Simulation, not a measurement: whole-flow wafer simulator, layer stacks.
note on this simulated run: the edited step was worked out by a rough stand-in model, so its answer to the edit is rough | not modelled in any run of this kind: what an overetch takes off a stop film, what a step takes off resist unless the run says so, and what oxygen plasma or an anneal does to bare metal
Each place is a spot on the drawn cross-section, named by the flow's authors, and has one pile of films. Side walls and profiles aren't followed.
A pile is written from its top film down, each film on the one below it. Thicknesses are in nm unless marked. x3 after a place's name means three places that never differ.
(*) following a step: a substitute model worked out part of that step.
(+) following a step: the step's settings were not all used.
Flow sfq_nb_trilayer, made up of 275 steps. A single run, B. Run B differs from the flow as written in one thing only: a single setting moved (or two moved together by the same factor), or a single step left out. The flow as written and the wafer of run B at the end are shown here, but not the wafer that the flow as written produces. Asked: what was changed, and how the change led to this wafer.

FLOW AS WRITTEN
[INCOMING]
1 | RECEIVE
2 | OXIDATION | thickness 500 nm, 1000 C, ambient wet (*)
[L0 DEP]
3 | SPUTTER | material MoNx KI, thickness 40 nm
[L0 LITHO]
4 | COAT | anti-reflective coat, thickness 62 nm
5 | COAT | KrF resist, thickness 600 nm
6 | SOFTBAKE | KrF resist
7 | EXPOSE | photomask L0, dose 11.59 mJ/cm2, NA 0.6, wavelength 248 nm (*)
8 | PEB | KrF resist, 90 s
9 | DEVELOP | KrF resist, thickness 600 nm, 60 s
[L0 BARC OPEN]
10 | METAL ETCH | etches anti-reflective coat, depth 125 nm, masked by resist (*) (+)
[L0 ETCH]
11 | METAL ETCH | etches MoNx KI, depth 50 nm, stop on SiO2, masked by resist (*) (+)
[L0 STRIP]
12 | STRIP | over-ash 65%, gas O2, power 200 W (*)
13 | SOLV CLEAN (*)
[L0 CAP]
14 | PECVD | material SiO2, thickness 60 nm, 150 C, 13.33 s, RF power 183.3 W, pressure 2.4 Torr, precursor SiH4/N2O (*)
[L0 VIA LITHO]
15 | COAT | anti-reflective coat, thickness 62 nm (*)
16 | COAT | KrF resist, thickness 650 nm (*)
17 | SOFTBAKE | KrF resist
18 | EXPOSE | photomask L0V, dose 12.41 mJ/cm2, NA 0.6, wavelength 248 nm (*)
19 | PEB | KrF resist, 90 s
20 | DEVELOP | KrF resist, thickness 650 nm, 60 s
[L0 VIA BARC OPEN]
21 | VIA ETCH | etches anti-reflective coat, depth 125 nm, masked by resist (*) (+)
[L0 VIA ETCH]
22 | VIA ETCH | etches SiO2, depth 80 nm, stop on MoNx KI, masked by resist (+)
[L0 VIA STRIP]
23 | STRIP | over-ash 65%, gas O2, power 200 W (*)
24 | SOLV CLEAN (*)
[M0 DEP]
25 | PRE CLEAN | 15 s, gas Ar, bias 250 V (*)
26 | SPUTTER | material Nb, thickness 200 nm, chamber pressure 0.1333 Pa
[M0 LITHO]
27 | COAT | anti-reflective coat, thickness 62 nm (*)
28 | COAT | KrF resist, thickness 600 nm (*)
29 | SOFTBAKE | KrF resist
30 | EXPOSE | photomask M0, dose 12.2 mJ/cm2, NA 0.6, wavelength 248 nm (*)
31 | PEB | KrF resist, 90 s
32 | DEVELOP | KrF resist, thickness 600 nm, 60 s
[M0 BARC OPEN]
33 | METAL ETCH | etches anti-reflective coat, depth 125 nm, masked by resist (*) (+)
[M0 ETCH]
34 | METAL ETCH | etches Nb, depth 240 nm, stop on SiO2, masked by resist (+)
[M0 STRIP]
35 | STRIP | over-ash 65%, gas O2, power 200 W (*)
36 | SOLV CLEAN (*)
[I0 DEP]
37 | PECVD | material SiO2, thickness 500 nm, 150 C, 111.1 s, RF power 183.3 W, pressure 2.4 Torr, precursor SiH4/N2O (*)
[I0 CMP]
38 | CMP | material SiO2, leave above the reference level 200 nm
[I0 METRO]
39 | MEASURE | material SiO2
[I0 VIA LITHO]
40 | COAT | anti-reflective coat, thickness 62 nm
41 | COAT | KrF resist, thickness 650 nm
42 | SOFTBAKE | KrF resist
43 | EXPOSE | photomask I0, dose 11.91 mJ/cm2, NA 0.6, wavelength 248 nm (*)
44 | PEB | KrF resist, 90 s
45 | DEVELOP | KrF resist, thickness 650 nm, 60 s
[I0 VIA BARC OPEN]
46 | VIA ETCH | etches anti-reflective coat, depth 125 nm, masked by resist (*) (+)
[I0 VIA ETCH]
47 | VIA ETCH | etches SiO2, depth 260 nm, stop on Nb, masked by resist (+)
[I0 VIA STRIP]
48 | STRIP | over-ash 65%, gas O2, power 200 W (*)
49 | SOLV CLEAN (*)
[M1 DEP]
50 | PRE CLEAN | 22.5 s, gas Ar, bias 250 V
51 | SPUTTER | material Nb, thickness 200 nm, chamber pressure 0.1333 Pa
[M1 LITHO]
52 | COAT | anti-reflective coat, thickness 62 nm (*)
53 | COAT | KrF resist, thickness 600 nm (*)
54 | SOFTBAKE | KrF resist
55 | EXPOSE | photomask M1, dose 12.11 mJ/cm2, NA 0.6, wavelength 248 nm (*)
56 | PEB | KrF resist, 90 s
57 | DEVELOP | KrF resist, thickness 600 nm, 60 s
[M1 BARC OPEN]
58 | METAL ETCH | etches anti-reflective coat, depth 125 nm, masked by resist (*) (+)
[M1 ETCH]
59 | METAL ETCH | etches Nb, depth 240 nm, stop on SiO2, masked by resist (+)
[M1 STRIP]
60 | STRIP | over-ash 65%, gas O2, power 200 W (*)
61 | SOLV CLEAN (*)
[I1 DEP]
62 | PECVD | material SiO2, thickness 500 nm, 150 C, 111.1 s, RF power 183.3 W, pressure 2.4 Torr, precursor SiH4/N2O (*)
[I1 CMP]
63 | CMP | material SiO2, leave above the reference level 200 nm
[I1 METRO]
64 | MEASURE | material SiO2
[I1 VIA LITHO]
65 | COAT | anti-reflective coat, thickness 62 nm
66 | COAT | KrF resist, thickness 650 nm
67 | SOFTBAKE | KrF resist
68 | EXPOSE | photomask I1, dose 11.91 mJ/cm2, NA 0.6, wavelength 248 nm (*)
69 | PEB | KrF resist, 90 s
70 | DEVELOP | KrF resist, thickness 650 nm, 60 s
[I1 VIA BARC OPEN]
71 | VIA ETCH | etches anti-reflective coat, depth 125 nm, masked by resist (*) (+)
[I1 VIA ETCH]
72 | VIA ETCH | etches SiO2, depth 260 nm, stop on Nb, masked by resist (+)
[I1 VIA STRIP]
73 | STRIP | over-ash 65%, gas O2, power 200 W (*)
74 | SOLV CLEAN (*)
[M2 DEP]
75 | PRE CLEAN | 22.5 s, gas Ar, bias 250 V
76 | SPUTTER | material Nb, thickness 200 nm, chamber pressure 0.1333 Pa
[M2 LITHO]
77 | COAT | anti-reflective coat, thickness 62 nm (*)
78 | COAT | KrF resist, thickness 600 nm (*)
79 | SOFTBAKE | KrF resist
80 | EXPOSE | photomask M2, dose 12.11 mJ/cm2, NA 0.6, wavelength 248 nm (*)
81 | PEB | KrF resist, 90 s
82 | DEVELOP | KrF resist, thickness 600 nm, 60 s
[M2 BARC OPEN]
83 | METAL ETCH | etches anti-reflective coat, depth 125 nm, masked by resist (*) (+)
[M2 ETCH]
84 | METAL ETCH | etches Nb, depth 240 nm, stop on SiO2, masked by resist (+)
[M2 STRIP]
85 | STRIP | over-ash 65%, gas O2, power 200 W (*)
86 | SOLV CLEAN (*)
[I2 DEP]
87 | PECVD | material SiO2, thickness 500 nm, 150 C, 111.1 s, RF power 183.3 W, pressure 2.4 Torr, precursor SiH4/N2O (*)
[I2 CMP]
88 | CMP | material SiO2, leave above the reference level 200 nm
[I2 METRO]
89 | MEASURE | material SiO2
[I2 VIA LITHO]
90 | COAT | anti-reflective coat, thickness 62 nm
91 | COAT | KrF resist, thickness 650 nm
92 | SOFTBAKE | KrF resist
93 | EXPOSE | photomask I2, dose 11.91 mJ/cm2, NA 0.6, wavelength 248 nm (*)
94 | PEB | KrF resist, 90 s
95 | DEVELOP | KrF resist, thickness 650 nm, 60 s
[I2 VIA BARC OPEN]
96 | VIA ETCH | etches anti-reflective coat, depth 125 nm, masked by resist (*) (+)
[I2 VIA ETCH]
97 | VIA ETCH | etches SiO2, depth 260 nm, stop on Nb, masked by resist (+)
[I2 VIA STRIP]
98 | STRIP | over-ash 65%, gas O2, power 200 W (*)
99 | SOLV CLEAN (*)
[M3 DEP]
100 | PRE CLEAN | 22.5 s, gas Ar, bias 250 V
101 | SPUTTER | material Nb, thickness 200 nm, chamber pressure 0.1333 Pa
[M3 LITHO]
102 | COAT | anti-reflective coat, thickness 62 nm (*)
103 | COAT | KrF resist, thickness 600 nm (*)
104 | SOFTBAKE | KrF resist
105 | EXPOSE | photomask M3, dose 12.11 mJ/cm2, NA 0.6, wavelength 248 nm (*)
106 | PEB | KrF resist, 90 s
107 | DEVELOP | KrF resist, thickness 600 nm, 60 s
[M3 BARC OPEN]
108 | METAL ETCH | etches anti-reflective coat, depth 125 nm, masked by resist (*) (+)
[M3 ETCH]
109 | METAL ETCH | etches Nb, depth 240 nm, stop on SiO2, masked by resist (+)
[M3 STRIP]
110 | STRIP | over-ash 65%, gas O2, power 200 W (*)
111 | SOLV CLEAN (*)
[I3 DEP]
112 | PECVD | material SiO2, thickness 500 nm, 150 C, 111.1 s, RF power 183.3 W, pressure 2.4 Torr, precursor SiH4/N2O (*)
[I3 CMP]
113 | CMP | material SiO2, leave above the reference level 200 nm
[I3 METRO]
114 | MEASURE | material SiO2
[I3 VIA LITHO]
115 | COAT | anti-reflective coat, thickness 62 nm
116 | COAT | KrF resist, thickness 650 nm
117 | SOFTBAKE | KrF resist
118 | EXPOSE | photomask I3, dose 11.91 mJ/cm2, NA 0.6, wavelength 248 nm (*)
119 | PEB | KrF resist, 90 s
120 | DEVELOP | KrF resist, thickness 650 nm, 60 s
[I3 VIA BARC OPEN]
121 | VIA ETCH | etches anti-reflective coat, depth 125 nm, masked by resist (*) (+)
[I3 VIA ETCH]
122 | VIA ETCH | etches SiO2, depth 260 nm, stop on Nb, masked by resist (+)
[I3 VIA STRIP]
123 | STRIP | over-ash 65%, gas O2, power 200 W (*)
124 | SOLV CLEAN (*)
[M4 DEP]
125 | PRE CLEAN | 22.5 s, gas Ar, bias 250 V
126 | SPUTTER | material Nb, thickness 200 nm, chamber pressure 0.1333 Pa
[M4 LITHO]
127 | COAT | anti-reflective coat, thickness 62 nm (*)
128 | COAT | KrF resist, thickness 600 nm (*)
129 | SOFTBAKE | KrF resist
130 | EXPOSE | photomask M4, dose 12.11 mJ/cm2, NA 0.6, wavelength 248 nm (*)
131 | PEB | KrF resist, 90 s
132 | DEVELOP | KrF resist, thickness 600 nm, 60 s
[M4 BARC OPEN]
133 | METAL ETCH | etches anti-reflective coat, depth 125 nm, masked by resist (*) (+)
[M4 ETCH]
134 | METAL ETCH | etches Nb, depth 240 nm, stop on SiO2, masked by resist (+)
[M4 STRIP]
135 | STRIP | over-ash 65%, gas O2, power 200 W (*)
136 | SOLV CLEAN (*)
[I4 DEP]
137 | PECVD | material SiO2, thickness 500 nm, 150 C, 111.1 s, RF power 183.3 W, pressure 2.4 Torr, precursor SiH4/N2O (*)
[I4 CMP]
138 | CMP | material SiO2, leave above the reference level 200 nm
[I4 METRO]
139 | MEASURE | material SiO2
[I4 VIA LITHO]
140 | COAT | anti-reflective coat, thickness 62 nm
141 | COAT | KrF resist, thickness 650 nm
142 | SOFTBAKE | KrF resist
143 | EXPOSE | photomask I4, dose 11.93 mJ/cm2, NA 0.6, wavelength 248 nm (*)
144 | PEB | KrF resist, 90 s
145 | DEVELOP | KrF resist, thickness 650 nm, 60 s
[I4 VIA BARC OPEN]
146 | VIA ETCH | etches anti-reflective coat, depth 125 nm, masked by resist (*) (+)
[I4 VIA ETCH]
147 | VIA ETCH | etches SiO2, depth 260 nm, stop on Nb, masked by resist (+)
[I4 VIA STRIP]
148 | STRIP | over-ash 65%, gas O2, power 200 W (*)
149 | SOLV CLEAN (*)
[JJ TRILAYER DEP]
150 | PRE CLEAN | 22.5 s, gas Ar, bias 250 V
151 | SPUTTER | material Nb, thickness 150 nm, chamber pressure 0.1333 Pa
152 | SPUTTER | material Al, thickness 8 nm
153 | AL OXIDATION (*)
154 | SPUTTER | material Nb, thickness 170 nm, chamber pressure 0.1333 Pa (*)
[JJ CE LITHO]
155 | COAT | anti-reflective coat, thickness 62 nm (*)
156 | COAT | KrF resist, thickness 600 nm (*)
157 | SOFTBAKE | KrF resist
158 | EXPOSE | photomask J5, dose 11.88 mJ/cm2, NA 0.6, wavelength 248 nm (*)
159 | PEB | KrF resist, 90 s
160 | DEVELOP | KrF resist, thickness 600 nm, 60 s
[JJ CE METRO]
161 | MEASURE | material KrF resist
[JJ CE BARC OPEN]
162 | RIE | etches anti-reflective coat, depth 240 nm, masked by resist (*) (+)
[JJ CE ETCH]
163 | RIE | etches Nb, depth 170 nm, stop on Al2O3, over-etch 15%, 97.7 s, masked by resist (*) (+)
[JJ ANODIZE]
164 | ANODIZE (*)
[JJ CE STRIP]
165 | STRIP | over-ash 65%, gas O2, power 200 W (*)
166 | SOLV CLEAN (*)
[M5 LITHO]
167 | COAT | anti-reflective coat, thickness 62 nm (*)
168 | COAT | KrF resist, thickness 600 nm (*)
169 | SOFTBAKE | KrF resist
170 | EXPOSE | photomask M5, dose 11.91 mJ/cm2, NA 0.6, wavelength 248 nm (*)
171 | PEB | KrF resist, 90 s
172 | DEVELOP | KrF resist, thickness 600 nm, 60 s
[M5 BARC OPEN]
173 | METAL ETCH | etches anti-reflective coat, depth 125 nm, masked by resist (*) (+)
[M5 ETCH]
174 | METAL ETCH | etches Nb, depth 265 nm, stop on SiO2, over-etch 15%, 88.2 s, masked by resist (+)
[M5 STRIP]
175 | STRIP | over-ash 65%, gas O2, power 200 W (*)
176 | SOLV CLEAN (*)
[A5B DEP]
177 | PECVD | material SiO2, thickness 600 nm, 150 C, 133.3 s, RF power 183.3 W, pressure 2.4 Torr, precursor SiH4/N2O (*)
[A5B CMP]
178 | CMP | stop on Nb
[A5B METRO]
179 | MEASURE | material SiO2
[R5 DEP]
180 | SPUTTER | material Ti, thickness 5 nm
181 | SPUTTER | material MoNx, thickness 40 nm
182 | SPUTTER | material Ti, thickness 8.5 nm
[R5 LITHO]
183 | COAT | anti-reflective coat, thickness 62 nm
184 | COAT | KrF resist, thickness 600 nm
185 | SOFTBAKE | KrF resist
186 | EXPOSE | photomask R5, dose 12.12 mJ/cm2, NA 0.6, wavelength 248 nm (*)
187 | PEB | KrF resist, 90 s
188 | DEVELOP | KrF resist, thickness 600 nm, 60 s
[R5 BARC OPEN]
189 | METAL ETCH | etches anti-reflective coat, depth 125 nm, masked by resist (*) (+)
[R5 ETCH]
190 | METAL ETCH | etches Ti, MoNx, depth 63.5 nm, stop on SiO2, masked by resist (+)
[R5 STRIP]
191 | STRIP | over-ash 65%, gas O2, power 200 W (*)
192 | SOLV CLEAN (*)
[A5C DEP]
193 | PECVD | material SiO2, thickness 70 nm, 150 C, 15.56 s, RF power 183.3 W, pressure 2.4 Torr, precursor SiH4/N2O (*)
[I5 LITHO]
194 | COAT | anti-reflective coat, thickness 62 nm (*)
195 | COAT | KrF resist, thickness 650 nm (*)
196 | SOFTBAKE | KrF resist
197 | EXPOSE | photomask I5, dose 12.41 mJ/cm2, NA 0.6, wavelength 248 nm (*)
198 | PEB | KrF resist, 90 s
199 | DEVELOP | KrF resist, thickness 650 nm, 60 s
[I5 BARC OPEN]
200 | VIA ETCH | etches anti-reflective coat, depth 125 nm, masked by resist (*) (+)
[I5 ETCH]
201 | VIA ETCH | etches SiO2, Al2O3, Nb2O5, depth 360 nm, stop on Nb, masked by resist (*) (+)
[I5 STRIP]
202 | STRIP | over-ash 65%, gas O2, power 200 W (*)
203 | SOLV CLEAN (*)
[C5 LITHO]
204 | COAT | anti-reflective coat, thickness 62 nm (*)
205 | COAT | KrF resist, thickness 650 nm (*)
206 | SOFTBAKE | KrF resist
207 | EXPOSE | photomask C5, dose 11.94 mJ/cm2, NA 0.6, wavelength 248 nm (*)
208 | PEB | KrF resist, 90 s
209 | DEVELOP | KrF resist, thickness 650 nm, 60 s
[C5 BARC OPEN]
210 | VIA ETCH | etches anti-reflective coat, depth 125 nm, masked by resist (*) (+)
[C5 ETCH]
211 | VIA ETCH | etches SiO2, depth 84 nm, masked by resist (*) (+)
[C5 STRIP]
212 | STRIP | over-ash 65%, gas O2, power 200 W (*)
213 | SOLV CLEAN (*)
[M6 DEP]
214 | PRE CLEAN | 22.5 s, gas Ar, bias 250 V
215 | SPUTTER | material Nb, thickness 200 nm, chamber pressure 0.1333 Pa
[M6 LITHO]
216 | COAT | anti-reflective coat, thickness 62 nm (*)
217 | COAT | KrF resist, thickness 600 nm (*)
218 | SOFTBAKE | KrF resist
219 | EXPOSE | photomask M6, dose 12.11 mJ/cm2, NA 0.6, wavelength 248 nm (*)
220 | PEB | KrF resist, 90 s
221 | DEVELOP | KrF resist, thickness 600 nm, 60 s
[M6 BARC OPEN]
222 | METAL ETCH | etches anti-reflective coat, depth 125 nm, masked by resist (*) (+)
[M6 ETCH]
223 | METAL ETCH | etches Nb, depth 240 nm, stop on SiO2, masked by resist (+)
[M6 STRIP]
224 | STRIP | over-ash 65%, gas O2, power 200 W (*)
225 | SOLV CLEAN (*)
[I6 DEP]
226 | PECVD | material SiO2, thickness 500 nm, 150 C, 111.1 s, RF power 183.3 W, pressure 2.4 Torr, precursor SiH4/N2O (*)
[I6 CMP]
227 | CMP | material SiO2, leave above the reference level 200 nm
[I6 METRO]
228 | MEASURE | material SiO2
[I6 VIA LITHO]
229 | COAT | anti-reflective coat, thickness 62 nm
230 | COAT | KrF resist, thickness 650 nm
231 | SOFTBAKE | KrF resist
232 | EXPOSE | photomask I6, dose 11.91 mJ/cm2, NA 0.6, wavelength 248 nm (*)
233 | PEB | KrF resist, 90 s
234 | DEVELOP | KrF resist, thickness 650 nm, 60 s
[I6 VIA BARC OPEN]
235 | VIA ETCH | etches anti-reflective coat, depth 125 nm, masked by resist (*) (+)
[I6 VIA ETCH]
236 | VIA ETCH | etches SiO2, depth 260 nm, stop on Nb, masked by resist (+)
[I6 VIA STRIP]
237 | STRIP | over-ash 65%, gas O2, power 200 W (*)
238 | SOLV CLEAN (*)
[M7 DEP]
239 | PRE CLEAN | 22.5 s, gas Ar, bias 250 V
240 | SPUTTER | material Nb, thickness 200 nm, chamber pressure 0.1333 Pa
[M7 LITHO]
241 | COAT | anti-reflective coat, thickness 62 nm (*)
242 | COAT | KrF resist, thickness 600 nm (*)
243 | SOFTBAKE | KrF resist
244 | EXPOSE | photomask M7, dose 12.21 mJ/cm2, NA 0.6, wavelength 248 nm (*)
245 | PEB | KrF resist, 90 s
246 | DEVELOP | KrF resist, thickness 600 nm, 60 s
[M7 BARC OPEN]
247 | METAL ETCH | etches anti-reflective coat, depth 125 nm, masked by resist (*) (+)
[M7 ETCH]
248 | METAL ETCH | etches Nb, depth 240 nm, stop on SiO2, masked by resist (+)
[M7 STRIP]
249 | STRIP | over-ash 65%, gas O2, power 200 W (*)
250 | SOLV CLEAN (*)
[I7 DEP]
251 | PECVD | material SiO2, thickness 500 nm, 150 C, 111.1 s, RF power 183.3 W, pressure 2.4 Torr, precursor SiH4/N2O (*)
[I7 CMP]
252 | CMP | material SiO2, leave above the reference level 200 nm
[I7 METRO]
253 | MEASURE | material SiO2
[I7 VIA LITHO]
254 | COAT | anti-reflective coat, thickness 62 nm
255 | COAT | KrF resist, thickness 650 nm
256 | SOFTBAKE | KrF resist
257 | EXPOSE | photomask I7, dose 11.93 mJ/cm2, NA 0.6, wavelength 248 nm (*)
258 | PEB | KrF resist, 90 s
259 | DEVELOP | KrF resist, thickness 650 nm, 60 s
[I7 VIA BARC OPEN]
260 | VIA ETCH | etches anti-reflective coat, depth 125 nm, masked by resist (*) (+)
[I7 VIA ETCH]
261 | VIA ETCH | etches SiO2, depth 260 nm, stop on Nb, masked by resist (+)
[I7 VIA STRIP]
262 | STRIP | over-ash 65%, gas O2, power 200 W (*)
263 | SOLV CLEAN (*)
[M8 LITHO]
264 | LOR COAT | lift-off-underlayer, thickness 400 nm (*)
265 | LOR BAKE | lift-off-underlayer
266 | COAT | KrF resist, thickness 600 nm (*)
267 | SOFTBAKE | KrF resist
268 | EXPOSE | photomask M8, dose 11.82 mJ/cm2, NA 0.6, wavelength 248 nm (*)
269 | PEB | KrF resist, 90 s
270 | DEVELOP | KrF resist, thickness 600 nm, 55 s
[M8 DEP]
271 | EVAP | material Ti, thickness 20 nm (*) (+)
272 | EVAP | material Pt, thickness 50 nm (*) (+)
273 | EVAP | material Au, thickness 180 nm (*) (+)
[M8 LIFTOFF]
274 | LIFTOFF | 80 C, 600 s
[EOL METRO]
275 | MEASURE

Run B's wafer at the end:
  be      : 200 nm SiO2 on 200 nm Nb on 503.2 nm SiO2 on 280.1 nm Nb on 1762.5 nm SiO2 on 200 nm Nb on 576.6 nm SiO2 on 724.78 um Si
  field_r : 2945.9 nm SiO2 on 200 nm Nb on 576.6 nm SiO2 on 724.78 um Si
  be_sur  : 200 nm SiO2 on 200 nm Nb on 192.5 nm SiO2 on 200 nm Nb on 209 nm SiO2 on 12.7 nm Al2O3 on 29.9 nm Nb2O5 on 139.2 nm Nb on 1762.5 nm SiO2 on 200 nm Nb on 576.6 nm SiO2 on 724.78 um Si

Cause: step 14, PECVD: thickness 81.6 nm was run, though the flow has thickness 60 nm; step 14, PECVD: 18.13 s was run, where the flow has 13.33 s.

How this came from the change, step by step:
  14 | PECVD | material SiO2, thickness 60 nm, 150 C, 13.33 s, RF power 183.3 W, pressure 2.4 Torr, precursor SiH4/N2O (*)
      v_sur, via_wl, via_w and 97 more: SiO2 gains 81.6 (in the flow as written it would be: SiO2 gains 60)
      field_l, l0_sur, l0v, l0r_line_l, l0r_line_c, l0r_line_r: SiO2 gains 81.6 (new film) (in the flow as written it would be: SiO2 gains 60 (new film))
  22 | VIA ETCH | etches SiO2, depth 80 nm, stop on MoNx KI, masked by resist (+)
      l0v: SiO2 loses 80 (in the flow as written it would be: SiO2 loses 59.8 (all of it))
  25 | PRE CLEAN | 15 s, gas Ar, bias 250 V (*)
      l0v: SiO2 loses 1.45 (all of it), MoNx KI loses 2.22 (in the flow as written it would be: MoNx KI loses 2.91)
  27 | COAT | anti-reflective coat, thickness 62 nm (*)
      l0_sur: anti-reflective coat gains 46 (new film) (in the flow as written it would be: anti-reflective coat gains 47.5 (new film))
      l0v: anti-reflective coat gains 83.2 (new film) (in the flow as written it would be: anti-reflective coat gains 78 (new film))
  28 | COAT | KrF resist, thickness 600 nm (*)
      l0v: KrF resist gains 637 (new film) (in the flow as written it would be: KrF resist gains 622.9 (new film))
  35 | STRIP | over-ash 65%, gas O2, power 200 W (*)
      l0_sur: KrF resist loses 369.7 (all of it), anti-reflective coat loses 46 (all of it) (in the flow as written it would be: KrF resist loses 372 (all of it), anti-reflective coat loses 47.5 (all of it))
      l0v: KrF resist loses 419.3 (all of it), anti-reflective coat loses 83.2 (all of it) (in the flow as written it would be: KrF resist loses 405.3 (all of it), anti-reflective coat loses 78 (all of it))
  38 | CMP | material SiO2, leave above the reference level 200 nm
      l0v: SiO2 loses 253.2 (in the flow as written it would be: SiO2 loses 277.8)
